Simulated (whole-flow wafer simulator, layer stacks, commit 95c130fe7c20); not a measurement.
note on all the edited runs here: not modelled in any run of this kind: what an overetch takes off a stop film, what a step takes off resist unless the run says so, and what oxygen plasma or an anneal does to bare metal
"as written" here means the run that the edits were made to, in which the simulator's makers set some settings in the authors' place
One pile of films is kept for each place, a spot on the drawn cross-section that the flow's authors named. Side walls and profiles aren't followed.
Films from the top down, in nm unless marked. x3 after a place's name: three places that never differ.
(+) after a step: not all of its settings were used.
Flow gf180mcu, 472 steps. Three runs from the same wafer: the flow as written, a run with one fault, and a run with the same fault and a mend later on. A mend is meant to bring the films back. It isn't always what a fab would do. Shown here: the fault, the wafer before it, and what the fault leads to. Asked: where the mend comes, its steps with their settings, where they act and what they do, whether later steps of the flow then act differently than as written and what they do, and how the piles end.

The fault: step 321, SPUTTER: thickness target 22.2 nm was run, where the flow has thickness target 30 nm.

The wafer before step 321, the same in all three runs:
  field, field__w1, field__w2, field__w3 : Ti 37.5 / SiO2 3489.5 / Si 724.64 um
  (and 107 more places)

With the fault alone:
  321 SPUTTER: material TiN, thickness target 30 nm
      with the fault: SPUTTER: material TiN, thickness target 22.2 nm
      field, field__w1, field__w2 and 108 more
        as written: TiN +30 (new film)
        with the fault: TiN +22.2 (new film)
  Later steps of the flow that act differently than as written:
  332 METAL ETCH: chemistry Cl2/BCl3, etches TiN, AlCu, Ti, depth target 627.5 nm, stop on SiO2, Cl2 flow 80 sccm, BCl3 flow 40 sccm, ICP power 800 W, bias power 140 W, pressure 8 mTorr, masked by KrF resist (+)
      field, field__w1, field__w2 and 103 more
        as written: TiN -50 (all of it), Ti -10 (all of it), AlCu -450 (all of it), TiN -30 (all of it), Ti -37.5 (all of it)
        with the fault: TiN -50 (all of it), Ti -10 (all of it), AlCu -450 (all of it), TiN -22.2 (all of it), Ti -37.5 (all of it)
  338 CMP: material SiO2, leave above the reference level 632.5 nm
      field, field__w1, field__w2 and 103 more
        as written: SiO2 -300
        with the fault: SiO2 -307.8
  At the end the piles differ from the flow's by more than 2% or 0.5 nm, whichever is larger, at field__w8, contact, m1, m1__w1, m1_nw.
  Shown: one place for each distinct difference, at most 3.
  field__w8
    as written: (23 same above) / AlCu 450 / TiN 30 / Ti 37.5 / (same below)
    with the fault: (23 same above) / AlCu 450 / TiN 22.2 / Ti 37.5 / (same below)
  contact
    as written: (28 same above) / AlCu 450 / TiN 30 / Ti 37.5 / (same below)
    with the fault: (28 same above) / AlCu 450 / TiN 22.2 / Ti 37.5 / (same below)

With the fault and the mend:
  The mend comes after step 321.
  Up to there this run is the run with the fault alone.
  321a SPUTTER: material TiN, thickness target 7.8 nm (the flow's step 321 once more, with other settings)
      field, field__w1, field__w2 and 108 more
        TiN +7.8
  No later step of the flow acts differently than as written at any place that is followed.
  At the end the piles are the same as the flow's at every place that both follow.
